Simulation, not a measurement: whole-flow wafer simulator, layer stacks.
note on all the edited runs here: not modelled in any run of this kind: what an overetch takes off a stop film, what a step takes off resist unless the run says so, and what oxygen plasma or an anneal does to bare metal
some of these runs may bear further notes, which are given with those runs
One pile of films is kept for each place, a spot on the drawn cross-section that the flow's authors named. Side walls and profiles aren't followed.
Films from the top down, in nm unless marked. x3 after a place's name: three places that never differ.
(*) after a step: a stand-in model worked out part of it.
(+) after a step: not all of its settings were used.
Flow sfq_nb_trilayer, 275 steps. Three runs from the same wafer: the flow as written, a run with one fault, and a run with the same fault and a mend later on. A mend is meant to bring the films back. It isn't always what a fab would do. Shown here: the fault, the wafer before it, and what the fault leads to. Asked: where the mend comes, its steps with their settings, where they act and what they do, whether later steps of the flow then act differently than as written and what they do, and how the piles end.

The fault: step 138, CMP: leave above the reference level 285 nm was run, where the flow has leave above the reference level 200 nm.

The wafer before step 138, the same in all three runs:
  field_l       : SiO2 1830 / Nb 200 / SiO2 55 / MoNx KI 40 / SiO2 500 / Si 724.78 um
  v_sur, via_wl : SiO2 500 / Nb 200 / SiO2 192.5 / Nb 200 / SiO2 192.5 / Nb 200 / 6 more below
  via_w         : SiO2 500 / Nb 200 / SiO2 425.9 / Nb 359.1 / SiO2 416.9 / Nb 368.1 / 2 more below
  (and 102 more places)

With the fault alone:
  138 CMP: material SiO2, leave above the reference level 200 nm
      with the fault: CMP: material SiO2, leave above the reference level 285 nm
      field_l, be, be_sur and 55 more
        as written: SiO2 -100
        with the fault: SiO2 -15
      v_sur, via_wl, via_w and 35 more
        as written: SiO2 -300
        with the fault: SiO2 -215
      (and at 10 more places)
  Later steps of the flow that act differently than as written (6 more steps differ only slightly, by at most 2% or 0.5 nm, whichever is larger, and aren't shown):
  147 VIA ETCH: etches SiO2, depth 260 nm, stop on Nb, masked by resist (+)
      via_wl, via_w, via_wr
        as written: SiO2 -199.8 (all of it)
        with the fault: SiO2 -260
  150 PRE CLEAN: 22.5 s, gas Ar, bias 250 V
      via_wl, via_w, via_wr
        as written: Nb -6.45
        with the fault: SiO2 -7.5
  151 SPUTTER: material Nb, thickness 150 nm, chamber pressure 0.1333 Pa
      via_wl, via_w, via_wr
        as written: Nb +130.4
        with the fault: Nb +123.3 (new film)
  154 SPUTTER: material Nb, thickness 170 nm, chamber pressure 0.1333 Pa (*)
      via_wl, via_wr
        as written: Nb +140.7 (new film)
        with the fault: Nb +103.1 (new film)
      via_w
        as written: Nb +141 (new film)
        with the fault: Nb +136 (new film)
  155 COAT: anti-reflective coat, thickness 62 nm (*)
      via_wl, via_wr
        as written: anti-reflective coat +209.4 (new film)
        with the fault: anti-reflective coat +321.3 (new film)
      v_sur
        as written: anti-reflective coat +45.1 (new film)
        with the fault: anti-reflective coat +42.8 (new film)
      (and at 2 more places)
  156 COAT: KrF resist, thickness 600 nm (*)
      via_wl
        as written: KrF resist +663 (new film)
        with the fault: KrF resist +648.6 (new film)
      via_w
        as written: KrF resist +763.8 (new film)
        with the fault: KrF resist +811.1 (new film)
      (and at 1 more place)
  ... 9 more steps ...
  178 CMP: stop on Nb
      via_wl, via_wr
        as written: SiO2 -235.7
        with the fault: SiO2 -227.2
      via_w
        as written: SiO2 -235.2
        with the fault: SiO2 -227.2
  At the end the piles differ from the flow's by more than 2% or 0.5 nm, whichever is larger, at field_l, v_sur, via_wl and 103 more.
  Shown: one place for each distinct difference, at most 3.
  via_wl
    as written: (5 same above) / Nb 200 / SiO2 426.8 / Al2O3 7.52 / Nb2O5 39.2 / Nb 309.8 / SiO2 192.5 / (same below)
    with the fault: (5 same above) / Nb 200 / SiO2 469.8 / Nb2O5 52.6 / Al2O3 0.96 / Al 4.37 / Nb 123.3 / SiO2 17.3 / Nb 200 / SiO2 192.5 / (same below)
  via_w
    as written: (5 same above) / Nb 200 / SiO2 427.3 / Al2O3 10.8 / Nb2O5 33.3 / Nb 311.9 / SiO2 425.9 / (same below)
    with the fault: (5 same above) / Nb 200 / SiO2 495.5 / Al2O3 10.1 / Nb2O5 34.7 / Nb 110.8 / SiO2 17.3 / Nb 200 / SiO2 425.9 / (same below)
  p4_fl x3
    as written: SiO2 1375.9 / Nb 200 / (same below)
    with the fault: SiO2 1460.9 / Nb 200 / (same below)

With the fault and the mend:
  The mend comes after step 145.
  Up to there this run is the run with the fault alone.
  145a STRIP: over-ash 65%, gas O2, power 200 W (*)
      field_l, v_sur, via_sp and 100 more
        KrF resist -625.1 (all of it), anti-reflective coat -62 (all of it)
      via_wl, via_w, via_wr
        anti-reflective coat -62 (all of it)
  145b CMP: material SiO2, leave above the reference level 200 nm (the flow's step 138 once more)
      field_l, v_sur, via_wl and 103 more
        SiO2 -85
  145c COAT: anti-reflective coat, thickness 62 nm (the flow's step 140 once more)
      field_l, v_sur, via_wl and 103 more
        anti-reflective coat +62 (new film)
  145d COAT: KrF resist, thickness 650 nm (the flow's step 141 once more)
      field_l, v_sur, via_wl and 103 more
        KrF resist +650 (new film)
  145e SOFTBAKE: KrF resist (the flow's step 142 once more)
      changes no film at any place that is followed
  145f EXPOSE: photomask I4, dose 11.93 mJ/cm2, NA 0.6, wavelength 248 nm (*) (the flow's step 143 once more)
      changes no film at any place that is followed
  145g PEB: KrF resist, 90 s (the flow's step 144 once more)
      field_l, v_sur, via_wl and 103 more
        KrF resist -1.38
  145h DEVELOP: KrF resist, thickness 650 nm, 60 s (the flow's step 145 once more)
      field_l, v_sur, via_sp and 100 more
        KrF resist -23.5
      via_wl, via_w, via_wr
        KrF resist -648.6 (all of it)
  No later step of the flow acts differently than as written at any place that is followed.
  At the end the piles are the same as the flow's at every place that both follow.
